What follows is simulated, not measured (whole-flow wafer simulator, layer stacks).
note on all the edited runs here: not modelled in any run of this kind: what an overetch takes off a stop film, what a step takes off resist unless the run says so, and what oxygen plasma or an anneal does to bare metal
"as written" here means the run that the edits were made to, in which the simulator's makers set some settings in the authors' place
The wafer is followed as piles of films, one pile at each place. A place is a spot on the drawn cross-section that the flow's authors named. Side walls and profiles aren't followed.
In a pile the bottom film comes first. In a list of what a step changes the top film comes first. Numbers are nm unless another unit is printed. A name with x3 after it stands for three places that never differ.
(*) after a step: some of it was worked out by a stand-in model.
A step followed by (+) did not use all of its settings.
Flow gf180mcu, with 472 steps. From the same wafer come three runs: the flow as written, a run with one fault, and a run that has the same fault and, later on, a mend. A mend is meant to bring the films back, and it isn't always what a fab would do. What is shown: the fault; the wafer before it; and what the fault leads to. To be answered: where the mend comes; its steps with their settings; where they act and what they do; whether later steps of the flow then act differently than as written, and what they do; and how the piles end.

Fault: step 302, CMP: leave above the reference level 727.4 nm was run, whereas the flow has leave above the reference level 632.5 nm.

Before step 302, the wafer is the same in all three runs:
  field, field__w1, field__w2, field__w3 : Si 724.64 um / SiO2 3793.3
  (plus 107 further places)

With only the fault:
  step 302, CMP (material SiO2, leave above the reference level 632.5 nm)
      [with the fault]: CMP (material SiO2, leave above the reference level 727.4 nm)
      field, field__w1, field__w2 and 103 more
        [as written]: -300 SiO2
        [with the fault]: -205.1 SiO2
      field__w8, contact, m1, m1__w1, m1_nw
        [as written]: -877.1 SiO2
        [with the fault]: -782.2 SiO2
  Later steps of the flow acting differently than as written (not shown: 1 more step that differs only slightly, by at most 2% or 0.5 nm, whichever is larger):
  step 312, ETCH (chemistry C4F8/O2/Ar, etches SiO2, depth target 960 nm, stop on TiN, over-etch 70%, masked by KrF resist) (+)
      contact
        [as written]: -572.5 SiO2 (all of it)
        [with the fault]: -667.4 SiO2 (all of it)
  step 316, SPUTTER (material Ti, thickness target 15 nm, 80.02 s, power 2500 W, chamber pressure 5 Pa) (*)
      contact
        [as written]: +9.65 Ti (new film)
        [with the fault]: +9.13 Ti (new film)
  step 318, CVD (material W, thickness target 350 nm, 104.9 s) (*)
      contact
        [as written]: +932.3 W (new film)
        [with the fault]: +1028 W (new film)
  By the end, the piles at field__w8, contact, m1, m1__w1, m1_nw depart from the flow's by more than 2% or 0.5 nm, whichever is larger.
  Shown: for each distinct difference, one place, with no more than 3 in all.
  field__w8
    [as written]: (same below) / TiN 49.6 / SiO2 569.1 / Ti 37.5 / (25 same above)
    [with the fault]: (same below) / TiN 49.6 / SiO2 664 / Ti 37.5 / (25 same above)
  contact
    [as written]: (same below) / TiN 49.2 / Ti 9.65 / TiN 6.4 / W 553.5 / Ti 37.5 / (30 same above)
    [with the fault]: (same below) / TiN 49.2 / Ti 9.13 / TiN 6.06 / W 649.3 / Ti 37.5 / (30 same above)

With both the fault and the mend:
  The mend stands after step 302.
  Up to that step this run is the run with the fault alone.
  step 302a, CMP (material SiO2, leave above the reference level 632.5 nm) (the flow's step 302, run once more)
      field, field__w1, field__w2 and 108 more
        -94.9 SiO2
  Later steps of the flow that are run all act as written at every place that is followed.
  The piles end the same as the flow's at every place that both follow.
